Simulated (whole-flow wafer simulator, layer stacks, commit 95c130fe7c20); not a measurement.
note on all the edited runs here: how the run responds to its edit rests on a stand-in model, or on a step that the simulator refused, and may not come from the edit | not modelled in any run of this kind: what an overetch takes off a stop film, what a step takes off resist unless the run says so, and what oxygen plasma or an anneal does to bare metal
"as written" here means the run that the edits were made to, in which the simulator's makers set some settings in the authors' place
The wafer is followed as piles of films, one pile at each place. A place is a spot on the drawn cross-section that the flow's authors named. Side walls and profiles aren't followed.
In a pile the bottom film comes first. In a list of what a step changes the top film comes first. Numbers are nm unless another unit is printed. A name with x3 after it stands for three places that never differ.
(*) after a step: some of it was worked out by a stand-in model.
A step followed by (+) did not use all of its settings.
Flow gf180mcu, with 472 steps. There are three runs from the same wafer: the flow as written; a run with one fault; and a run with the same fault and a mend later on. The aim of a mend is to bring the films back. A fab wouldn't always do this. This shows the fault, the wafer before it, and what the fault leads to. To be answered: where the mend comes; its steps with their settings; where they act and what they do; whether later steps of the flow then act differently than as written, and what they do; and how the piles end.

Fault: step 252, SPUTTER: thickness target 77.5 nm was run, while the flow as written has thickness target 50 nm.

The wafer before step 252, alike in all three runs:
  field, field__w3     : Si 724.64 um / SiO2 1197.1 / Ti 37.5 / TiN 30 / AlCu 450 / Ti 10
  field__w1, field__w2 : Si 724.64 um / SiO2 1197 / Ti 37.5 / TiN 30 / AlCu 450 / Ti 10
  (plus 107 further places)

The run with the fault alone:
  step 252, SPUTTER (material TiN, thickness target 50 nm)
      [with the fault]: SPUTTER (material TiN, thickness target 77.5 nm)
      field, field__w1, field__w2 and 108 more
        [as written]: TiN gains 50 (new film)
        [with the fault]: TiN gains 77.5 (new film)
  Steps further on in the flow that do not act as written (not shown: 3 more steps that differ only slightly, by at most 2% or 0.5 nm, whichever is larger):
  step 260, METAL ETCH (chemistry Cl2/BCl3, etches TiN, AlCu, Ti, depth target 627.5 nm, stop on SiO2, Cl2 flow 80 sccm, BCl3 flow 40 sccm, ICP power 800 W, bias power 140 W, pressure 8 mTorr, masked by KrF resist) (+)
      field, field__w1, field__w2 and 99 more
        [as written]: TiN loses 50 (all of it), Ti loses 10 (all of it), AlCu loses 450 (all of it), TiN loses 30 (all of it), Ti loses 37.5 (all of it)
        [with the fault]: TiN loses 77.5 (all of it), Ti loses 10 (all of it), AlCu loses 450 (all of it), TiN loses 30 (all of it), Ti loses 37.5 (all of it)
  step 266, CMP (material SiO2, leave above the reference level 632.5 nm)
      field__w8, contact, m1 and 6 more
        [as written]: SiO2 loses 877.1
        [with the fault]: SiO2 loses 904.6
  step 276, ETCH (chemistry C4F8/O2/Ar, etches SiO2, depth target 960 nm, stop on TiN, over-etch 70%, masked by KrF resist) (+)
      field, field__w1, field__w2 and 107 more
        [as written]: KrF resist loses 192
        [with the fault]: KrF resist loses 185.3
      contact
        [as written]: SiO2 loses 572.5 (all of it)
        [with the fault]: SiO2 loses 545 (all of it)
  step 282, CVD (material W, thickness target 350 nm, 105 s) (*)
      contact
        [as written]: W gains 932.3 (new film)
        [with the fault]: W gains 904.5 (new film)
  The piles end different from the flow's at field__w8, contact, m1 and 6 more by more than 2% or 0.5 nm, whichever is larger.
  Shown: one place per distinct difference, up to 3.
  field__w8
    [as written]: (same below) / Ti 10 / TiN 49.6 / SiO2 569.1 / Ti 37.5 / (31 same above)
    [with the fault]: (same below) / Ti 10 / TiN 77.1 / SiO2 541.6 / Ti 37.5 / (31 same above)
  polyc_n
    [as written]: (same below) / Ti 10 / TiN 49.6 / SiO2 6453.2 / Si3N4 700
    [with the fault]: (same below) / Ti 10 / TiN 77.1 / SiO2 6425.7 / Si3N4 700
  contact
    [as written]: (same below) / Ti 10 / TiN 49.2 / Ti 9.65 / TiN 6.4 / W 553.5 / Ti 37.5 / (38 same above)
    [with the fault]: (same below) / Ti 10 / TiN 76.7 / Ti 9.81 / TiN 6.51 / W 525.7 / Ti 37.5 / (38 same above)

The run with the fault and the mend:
  After step 259 comes the mend.
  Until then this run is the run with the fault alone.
  step 259a, STRIP (chemistry O2/N2, power 2160 W, pressure 1700 mTorr) (*)
      field__w8, contact, m1 and 6 more
        KrF resist loses 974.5 (all of it)
  step 259b, METAL ETCH (chemistry Cl2/BCl3, etches TiN, AlCu, Ti, depth target 27.5 nm, Cl2 flow 80 sccm, BCl3 flow 40 sccm, ICP power 800 W, bias power 140 W, pressure 8 mTorr)
      field, field__w1, field__w2 and 108 more
        TiN loses 27.5
  step 259c, HMDS (120 C, 60 s) (the flow's step 254, run once more)
      alters no film at any place that is followed
  step 259d, COAT (KrF resist, thickness 1000 nm) (the flow's step 255, run once more)
      field, field__w1, field__w2 and 108 more
        KrF resist gains 1000 (new film)
  step 259e, SOFTBAKE (KrF resist) (the flow's step 256, run once more)
      alters no film at any place that is followed
  step 259f, EXPOSE (photomask Metal1) (the flow's step 257, run once more)
      alters no film at any place that is followed
  step 259g, PEB (KrF resist, 135 C, 90 s) (the flow's step 258, run once more)
      field, field__w1, field__w2 and 108 more
        KrF resist loses 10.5
  step 259h, DEVELOP (thickness 1000 nm, 60 s) (the flow's step 259, run once more)
      field, field__w1, field__w2 and 99 more
        KrF resist loses 989.5 (all of it)
      field__w8, contact, m1 and 6 more
        KrF resist loses 14.9
  Every later step of the flow that is run acts as written at every place that is followed.
  At every place that both follow, the piles at the end match the flow's.
